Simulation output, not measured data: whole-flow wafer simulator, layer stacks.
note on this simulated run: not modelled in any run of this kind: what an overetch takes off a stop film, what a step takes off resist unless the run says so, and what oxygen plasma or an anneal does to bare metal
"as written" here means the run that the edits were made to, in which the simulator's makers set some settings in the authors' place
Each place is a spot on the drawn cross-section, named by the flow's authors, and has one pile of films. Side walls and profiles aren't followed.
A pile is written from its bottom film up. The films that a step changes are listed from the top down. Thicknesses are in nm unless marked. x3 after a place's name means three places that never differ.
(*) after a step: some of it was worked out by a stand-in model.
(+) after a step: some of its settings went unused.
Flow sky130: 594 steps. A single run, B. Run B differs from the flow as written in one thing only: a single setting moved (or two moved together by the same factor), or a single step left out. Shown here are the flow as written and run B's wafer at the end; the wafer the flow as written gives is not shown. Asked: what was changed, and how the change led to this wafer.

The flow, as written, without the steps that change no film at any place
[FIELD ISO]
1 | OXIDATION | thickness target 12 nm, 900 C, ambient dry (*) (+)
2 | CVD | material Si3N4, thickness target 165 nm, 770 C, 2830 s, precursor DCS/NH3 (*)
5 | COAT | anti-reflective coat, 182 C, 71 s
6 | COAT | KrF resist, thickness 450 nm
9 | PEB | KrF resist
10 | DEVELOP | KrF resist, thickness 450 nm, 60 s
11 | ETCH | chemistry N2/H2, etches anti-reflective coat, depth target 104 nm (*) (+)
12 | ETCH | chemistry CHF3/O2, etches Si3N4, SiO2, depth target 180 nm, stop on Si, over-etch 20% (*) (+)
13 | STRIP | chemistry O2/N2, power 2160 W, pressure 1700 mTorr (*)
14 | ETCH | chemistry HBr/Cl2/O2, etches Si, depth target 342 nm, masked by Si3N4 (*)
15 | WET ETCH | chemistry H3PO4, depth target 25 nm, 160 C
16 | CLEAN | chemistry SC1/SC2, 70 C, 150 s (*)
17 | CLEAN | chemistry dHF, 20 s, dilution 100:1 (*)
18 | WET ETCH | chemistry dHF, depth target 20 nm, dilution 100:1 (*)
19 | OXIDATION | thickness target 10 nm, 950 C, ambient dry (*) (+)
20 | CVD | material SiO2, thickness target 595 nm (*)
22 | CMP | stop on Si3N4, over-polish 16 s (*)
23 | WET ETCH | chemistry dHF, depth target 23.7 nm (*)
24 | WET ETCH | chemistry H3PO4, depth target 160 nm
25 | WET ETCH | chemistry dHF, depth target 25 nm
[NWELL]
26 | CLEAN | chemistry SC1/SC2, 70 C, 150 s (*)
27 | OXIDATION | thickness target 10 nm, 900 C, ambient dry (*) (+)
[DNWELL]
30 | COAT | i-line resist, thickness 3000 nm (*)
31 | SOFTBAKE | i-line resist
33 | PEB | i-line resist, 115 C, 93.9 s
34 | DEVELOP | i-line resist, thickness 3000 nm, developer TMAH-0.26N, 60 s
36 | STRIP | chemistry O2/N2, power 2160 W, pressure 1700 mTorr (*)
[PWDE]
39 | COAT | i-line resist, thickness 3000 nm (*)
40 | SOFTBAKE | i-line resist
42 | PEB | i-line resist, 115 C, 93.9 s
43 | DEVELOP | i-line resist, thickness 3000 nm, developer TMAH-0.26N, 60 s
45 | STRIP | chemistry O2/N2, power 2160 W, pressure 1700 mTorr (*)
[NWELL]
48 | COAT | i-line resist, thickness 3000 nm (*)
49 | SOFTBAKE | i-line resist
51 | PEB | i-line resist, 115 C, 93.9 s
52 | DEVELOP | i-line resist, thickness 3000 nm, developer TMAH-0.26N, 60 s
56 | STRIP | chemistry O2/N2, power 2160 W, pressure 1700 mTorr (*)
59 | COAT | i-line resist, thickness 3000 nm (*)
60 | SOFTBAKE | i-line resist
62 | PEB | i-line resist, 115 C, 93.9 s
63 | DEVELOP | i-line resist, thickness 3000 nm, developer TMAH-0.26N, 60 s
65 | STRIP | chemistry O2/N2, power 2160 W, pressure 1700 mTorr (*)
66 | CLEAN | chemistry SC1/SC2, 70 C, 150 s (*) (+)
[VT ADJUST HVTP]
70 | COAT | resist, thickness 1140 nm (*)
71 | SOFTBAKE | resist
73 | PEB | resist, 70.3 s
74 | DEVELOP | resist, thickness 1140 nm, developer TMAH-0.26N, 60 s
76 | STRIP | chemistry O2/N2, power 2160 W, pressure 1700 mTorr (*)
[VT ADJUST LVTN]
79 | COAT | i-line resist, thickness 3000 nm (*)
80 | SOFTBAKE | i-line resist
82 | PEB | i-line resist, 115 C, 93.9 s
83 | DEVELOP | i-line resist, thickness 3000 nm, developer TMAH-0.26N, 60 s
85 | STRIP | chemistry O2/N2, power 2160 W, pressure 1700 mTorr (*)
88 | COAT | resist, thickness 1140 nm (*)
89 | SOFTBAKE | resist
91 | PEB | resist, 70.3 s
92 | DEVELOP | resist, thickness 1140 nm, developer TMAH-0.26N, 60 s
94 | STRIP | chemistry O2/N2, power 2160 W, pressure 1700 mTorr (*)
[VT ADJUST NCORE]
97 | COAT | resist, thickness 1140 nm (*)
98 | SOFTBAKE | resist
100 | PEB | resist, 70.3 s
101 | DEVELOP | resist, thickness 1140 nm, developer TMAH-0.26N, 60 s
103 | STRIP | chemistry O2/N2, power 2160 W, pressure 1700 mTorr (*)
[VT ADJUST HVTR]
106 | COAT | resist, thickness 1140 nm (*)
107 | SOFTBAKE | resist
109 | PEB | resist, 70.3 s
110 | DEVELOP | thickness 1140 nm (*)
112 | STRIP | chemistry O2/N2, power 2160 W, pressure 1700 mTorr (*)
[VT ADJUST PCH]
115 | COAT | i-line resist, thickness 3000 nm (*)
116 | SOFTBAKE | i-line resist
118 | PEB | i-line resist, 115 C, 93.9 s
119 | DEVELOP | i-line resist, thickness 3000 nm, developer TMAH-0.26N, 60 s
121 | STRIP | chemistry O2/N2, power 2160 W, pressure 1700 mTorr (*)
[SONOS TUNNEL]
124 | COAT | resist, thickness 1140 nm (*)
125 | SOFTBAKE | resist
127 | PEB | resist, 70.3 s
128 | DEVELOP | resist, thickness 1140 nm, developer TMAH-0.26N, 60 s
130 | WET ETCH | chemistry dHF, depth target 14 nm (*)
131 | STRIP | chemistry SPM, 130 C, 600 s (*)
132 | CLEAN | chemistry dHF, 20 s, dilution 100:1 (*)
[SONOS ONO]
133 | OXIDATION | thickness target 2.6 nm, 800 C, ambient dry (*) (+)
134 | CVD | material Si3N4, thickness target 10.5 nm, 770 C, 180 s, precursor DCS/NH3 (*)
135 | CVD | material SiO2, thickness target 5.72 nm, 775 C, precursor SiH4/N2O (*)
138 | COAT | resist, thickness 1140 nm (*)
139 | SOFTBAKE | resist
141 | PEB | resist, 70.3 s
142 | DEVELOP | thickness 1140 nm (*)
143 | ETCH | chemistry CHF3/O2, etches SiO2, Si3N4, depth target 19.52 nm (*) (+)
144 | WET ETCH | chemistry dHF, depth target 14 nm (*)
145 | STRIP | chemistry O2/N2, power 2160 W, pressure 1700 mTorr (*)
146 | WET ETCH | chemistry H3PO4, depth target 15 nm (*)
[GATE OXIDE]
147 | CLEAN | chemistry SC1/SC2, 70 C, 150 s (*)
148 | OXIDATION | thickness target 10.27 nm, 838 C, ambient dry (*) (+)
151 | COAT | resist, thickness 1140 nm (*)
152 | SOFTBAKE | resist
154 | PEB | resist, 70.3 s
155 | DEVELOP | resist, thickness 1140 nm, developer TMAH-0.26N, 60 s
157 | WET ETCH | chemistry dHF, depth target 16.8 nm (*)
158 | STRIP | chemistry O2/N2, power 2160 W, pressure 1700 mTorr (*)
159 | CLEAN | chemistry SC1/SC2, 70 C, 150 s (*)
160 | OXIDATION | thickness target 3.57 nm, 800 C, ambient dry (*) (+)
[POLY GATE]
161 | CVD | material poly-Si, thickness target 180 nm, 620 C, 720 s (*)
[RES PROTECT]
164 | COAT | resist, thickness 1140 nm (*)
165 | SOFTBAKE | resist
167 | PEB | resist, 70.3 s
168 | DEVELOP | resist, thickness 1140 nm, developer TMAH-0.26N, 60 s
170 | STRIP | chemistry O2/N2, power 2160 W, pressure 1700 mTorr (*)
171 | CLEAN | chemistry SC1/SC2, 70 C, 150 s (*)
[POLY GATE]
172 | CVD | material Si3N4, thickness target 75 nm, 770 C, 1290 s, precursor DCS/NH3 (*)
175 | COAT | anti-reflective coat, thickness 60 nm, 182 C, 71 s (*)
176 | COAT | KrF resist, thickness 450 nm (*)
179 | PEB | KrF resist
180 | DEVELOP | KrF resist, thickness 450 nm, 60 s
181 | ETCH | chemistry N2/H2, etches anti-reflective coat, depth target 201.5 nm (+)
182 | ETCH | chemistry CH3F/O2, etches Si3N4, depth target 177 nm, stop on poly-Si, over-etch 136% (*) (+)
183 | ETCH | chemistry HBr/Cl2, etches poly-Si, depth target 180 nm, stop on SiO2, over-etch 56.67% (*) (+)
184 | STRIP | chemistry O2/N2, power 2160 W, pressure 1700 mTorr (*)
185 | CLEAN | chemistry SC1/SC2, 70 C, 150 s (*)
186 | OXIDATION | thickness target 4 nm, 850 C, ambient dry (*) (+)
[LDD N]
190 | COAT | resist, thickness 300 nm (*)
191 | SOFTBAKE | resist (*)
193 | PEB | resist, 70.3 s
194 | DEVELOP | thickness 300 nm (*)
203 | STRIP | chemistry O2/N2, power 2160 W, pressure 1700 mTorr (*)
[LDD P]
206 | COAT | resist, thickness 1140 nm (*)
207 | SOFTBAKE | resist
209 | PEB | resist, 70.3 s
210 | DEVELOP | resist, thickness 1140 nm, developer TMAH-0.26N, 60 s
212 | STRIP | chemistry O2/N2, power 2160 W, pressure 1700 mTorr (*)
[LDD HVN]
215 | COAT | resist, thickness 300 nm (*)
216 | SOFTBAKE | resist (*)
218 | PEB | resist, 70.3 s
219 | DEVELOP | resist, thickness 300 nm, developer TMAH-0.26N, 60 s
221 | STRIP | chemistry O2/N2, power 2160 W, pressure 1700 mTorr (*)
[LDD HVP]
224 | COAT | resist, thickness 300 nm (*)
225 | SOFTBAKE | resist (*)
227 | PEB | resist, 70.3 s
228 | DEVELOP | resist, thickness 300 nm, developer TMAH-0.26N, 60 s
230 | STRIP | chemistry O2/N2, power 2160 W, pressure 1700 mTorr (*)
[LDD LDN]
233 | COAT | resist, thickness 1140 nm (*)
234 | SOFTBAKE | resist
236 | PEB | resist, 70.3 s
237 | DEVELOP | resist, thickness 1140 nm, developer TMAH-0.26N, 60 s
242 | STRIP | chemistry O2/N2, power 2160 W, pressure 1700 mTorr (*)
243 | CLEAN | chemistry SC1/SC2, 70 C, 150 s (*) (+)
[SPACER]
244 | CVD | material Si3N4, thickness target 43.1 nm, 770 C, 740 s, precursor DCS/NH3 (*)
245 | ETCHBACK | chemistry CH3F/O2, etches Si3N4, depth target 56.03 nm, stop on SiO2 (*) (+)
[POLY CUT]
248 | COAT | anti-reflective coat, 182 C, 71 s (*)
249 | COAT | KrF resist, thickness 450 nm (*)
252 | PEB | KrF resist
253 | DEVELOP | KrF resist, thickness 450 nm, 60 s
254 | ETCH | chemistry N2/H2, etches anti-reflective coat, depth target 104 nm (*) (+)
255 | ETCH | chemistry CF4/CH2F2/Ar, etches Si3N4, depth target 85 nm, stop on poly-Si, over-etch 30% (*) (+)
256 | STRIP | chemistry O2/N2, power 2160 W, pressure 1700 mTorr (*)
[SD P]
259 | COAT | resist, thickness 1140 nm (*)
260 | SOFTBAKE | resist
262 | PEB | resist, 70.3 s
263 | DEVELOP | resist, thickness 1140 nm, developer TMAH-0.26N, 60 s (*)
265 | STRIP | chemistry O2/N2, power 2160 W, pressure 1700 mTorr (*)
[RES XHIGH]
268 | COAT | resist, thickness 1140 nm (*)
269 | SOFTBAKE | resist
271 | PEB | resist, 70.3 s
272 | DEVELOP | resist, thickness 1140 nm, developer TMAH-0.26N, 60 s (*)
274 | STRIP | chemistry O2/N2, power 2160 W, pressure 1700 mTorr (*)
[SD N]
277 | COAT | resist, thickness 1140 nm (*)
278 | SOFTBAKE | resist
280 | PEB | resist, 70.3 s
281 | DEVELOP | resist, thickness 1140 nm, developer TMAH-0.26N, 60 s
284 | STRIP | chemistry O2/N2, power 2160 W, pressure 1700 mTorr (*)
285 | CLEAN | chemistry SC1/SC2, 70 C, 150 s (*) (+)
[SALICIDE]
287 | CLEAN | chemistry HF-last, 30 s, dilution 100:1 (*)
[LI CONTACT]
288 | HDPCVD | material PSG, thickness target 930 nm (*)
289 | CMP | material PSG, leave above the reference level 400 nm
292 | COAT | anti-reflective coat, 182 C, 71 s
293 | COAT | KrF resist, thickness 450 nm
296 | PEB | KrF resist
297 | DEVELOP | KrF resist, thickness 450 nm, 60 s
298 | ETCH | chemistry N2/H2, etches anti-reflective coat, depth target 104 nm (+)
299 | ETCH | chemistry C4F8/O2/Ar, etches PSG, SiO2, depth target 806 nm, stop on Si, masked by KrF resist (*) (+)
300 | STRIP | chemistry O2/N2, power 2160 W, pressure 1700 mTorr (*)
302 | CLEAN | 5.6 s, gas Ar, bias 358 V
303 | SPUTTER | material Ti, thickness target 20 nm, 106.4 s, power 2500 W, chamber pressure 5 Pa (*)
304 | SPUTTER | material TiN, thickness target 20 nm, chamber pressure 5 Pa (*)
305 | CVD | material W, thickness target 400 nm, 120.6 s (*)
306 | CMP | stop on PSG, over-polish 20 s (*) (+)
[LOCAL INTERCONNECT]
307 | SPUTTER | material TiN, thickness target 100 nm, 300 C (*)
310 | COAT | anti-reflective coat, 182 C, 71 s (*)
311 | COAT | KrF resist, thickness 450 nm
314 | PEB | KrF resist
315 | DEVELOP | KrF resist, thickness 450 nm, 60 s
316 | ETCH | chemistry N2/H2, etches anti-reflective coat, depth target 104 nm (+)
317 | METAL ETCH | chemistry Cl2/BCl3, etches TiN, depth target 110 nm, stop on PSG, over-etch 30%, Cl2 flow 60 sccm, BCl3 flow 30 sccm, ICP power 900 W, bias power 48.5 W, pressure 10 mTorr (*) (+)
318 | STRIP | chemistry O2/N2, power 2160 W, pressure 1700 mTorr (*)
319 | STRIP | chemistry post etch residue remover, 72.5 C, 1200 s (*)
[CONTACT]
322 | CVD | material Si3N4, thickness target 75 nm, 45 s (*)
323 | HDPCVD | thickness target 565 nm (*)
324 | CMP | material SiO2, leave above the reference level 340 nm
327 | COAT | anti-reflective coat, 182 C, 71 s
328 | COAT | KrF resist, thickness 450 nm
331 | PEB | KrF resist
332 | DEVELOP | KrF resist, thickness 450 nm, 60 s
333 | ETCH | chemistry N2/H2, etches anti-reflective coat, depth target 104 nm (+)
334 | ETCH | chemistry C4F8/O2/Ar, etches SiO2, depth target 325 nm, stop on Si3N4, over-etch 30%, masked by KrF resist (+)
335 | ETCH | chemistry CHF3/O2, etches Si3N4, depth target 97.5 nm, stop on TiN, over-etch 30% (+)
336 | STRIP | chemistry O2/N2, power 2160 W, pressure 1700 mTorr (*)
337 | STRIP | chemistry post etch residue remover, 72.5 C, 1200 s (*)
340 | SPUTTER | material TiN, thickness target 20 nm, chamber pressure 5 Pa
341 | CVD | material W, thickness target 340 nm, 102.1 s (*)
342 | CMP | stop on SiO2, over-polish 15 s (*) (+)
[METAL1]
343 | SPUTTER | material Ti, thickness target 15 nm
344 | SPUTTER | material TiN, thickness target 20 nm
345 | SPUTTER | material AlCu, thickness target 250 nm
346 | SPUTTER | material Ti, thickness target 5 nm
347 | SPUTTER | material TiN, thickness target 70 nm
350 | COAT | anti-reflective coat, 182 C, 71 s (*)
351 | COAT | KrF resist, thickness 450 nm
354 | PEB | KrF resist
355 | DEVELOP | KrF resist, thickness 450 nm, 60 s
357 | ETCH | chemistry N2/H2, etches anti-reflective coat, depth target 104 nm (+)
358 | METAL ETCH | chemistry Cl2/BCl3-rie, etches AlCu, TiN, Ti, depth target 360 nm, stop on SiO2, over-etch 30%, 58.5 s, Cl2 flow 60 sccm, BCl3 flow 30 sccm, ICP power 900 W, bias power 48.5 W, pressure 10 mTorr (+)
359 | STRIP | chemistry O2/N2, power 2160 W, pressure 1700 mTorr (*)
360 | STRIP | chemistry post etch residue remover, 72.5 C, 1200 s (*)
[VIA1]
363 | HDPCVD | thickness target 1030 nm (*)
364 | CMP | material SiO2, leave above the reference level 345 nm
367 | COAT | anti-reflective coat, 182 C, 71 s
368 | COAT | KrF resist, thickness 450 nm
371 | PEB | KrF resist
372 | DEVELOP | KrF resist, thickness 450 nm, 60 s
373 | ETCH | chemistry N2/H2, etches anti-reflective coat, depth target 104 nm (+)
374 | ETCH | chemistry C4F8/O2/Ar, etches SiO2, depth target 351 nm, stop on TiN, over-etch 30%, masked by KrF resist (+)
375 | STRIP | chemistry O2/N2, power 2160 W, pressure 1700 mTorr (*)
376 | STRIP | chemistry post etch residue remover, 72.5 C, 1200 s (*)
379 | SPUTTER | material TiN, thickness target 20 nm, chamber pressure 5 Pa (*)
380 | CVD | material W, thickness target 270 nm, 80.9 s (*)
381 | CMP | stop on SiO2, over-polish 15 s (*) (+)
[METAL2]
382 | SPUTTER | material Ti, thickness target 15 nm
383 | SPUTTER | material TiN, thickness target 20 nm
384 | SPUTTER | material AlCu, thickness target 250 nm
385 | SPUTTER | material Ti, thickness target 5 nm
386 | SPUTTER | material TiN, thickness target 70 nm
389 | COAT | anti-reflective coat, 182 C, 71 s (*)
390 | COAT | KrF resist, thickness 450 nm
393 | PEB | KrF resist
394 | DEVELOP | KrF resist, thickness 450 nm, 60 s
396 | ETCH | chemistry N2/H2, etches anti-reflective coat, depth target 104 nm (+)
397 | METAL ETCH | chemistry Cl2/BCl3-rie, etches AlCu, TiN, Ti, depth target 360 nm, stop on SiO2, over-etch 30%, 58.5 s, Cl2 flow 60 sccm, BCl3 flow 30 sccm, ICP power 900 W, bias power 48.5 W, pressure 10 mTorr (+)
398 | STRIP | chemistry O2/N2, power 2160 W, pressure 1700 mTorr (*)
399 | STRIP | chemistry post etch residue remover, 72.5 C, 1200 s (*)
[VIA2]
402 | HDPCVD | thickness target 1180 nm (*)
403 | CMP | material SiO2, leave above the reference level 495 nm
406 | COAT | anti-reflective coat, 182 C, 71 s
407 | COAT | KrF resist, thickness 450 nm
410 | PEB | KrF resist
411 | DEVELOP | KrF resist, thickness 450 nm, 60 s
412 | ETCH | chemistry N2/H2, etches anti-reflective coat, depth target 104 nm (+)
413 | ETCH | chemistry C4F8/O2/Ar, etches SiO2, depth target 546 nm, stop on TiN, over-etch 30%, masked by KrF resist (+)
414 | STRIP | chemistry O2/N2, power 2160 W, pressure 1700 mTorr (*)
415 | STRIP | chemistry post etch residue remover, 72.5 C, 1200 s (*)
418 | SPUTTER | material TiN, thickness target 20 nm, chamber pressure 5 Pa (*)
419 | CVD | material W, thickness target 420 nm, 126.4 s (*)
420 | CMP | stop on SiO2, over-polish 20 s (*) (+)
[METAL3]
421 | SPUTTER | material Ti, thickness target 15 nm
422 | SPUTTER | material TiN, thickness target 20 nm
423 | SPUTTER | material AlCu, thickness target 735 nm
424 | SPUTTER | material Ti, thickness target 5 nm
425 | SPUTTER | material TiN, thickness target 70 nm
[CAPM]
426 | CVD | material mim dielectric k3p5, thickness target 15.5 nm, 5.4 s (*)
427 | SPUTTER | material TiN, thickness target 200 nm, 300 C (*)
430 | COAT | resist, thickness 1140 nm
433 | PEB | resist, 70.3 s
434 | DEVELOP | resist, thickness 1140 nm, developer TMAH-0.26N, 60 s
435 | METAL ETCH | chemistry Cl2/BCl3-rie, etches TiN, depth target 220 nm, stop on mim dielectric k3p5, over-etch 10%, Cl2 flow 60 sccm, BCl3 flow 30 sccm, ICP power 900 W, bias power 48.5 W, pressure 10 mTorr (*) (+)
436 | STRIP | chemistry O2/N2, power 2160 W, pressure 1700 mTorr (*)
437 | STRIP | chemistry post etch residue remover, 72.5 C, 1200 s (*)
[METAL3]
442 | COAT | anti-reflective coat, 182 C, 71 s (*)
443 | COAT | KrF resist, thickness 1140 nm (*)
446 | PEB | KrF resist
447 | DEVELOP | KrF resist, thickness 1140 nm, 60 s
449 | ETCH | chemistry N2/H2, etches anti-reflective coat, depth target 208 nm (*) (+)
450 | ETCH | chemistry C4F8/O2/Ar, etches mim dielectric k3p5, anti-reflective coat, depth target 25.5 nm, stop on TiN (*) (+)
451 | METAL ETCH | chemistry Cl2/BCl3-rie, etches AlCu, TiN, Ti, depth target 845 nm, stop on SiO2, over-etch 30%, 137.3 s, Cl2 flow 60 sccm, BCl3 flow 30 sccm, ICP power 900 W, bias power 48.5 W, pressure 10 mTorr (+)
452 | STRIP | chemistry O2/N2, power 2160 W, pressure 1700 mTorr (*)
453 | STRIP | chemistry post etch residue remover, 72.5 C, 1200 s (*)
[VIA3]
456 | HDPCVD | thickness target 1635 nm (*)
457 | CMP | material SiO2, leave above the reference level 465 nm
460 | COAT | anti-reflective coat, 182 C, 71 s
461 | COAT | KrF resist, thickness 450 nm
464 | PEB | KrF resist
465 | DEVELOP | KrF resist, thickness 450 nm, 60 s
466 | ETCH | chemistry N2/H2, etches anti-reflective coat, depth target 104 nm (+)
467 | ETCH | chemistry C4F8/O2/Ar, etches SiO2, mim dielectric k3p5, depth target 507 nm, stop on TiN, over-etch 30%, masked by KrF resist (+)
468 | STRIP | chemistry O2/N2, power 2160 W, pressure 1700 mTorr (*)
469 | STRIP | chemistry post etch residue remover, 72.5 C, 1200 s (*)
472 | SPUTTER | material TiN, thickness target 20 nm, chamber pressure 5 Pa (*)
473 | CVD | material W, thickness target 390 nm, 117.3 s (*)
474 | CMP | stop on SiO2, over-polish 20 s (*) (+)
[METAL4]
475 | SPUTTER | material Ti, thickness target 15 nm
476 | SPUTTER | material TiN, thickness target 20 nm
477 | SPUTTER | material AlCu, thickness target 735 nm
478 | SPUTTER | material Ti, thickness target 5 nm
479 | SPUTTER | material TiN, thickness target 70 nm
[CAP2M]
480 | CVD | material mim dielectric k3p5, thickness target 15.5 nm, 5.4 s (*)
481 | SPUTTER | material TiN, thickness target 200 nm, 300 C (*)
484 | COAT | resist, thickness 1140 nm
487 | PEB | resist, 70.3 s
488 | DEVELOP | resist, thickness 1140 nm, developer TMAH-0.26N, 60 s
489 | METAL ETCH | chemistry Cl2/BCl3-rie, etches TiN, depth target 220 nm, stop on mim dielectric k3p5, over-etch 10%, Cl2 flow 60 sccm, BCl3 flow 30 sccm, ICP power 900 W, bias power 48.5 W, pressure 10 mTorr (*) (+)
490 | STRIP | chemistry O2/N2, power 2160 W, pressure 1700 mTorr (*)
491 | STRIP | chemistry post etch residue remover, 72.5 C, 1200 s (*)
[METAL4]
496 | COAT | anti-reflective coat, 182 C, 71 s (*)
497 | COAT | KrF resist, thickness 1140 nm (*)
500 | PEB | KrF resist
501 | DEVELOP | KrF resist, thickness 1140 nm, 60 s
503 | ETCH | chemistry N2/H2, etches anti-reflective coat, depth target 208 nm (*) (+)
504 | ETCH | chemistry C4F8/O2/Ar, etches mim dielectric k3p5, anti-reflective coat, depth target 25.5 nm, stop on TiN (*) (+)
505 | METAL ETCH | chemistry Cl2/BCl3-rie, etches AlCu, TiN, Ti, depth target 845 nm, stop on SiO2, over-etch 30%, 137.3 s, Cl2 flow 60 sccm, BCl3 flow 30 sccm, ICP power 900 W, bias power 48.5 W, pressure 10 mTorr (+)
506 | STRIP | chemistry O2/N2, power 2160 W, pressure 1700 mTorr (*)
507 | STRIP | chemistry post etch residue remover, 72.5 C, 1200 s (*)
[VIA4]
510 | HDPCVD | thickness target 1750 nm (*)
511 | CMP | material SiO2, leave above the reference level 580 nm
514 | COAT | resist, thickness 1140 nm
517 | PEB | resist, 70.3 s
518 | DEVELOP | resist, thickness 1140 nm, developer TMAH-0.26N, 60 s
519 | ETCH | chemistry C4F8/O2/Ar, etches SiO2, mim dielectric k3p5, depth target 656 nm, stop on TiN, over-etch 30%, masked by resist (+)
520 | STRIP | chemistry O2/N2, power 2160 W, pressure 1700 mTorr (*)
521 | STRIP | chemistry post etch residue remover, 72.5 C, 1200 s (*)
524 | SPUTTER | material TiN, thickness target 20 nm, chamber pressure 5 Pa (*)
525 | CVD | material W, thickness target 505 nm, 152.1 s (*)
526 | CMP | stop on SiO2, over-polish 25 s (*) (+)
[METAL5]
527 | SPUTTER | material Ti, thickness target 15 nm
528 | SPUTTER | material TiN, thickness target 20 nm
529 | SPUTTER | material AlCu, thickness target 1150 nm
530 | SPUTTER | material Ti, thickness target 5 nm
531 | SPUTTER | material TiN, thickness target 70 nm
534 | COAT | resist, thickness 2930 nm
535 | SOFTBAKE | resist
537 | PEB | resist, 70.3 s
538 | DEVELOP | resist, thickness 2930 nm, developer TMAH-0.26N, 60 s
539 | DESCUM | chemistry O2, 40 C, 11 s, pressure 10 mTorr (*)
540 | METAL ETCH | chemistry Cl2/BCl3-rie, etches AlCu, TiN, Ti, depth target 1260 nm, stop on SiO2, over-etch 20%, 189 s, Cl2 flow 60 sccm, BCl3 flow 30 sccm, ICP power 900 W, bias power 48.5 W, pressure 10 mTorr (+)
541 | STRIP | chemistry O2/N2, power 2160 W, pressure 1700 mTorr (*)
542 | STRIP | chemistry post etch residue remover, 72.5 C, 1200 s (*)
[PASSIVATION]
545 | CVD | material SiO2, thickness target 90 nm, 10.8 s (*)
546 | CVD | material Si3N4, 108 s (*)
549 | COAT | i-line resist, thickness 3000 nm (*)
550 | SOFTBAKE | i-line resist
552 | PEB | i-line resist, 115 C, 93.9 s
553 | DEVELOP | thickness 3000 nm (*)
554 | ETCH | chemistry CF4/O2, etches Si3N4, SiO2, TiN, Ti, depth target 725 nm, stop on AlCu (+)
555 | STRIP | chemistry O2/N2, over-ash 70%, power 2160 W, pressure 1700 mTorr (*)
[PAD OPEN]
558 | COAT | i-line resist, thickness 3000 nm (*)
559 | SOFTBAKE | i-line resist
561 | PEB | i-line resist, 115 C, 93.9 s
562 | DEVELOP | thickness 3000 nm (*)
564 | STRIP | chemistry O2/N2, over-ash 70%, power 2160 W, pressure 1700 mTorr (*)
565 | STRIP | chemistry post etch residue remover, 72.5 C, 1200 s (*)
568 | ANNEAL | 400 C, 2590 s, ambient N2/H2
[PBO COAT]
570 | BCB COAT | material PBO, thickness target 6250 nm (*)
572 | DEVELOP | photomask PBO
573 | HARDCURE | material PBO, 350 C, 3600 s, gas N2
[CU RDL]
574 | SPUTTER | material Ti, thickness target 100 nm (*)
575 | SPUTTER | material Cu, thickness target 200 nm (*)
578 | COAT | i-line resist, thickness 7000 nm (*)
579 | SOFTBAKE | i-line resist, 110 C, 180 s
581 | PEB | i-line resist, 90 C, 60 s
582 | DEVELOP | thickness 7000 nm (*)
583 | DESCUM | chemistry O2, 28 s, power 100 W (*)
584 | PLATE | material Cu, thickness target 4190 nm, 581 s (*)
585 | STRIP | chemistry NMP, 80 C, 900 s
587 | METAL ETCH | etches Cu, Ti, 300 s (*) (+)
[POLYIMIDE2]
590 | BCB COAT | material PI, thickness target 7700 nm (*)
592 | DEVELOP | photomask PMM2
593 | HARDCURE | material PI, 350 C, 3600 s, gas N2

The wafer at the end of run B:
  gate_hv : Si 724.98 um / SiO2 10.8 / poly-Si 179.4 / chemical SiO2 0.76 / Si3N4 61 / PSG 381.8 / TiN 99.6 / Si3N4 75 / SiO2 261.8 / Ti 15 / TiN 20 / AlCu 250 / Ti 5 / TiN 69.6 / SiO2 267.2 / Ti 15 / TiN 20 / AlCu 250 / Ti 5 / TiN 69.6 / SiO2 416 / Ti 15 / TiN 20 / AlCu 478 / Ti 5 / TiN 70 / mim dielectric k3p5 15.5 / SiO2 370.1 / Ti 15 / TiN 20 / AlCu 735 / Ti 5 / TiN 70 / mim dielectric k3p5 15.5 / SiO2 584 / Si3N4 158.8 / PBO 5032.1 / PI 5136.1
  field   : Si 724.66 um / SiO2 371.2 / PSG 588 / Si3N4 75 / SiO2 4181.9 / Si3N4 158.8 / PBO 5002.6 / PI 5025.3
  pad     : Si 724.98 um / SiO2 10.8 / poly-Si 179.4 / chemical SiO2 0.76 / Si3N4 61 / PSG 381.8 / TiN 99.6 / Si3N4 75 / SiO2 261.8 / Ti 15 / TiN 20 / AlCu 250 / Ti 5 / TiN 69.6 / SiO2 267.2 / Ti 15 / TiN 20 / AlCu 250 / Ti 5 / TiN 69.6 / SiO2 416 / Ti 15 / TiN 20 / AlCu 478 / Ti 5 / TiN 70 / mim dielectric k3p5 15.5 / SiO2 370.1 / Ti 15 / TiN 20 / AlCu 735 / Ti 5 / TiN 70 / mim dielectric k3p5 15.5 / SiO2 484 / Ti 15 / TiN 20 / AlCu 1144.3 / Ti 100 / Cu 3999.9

What caused this: step 423, SPUTTER: thickness target 478 nm was run, though the flow has thickness target 735 nm.
The wafer itself shows it: gate_hv has AlCu 478, and step 423 as written asks for 735 nm.

The path from the change to this, step by step:
  423 | SPUTTER | material AlCu, thickness target 735 nm
      field, active, n_well and 188 more: +478 AlCu (new film) (it would be, as written: +735 AlCu (new film))
  451 | METAL ETCH | chemistry Cl2/BCl3-rie, etches AlCu, TiN, Ti, depth target 845 nm, stop on SiO2, over-etch 30%, 137.3 s, Cl2 flow 60 sccm, BCl3 flow 30 sccm, ICP power 900 W, bias power 48.5 W, pressure 10 mTorr (+)
      field, gate, spacer and 61 more: -70 TiN (all of it), -5 Ti (all of it), -478 AlCu (all of it), -20 TiN (all of it), -15 Ti (all of it), -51 SiO2 (it would be, as written: -70 TiN (all of it), -5 Ti (all of it), -735 AlCu (all of it), -20 TiN (all of it), -15 Ti (all of it), -25.4 SiO2)
      active, vpp_l1ln, via_li1, sonos_guard_hv, iso_guard_nw, rxpo_ln, rpm_encl_urpm: -70 TiN (all of it), -5 Ti (all of it), -478 AlCu (all of it), -20 TiN (all of it), -15 Ti (all of it), -51 SiO2 (it would be, as written: -70 TiN (all of it), -5 Ti (all of it), -735 AlCu (all of it), -20 TiN (all of it), -15 Ti (all of it), -25.3 SiO2)
      (as well as at 14 more places)
  457 | CMP | material SiO2, leave above the reference level 465 nm
      field, active, gate and 77 more: -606 SiO2 (it would be, as written: -374.7 SiO2)
      vpp_iso1, m1_ln, vpp_l1ln, via1_hole, m1_ln_cd: -605.9 SiO2 (it would be, as written: -374.7 SiO2)
